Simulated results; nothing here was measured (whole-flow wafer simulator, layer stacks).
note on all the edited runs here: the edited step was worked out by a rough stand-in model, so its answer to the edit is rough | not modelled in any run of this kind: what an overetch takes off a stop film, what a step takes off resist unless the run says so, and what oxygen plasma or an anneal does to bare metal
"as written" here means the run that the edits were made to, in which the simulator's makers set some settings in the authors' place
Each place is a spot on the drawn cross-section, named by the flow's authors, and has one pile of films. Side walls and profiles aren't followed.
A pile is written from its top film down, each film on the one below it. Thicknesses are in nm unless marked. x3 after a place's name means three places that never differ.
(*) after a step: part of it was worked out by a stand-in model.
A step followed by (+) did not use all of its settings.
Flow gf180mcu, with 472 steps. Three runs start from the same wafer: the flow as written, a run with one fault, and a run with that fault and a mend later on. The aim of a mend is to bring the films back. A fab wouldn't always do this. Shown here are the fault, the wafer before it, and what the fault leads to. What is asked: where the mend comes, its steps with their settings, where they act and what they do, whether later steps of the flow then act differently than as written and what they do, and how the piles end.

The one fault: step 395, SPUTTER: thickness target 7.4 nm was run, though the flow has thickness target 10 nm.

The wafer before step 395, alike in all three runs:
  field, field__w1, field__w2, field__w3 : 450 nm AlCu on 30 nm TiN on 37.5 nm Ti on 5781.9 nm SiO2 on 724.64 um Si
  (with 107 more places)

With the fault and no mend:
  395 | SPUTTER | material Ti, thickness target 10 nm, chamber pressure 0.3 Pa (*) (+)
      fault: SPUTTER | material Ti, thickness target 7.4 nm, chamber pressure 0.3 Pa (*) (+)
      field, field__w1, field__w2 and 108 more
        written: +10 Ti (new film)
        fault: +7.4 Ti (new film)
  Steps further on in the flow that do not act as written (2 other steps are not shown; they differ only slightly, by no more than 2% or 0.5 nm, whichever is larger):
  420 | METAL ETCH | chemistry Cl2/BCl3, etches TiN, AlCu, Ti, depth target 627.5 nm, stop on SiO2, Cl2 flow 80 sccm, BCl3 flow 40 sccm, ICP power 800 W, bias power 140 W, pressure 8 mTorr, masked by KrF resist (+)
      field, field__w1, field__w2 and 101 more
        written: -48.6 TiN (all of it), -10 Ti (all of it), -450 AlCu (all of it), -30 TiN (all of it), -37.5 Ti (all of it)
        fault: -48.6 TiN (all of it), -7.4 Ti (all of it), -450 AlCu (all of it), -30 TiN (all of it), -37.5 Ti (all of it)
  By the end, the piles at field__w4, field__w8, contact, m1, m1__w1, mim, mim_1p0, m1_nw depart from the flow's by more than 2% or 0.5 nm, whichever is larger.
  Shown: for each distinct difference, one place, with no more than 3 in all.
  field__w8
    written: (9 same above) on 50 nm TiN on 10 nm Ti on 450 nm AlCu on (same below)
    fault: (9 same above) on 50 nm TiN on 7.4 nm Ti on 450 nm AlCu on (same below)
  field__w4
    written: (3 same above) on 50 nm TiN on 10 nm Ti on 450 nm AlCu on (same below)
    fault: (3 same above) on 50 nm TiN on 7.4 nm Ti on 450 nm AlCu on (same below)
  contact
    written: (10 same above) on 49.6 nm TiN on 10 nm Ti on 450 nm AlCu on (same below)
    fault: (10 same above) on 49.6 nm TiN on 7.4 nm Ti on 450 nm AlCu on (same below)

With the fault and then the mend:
  After step 395 comes the mend.
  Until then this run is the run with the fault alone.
  395a | SPUTTER | material Ti, thickness target 2.6 nm, chamber pressure 0.3 Pa (*) (+) (a further turn of the flow's step 395, with different settings)
      field, field__w1, field__w2 and 108 more
        +2.6 Ti
  Every later step of the flow that is run acts as written at every place that is followed.
  By the end, the piles equal the flow's at every place that both follow.
